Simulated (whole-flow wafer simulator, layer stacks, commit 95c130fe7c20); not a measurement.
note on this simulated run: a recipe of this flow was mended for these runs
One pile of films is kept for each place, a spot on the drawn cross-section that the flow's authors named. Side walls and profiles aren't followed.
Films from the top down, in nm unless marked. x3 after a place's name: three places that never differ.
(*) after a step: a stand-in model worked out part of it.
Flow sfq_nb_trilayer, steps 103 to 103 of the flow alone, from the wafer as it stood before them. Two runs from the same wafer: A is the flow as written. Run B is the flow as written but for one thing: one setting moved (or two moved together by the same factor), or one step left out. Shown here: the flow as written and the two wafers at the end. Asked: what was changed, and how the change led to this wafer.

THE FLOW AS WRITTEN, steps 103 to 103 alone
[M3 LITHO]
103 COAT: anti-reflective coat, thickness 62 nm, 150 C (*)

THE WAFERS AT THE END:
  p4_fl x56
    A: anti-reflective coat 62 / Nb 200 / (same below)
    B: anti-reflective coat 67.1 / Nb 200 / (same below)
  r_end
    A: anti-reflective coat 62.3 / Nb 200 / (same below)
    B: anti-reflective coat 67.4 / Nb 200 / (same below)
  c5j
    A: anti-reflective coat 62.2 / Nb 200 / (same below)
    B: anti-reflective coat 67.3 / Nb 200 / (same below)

The cause: step 103, COAT: thickness 67.1 nm was run, where the flow has thickness 62 nm.
It can be read off the wafer: p4_fl x56 has anti-reflective coat 67.1, and step 103 as written asks for 62 nm.

How the change led to this, step by step:
  103 COAT: anti-reflective coat, thickness 62 nm, 150 C (*)
      p4_fl x56, wl_j_sl x15, wl_d_m1, l0r_line_l x3, m0r_space_l x2: A anti-reflective coat +62 (new film) | B anti-reflective coat +67.1 (new film)
      r_end, moat, field_r and 7 more: A anti-reflective coat +62.3 (new film) | B anti-reflective coat +67.4 (new film)
      (and at 17 more places)
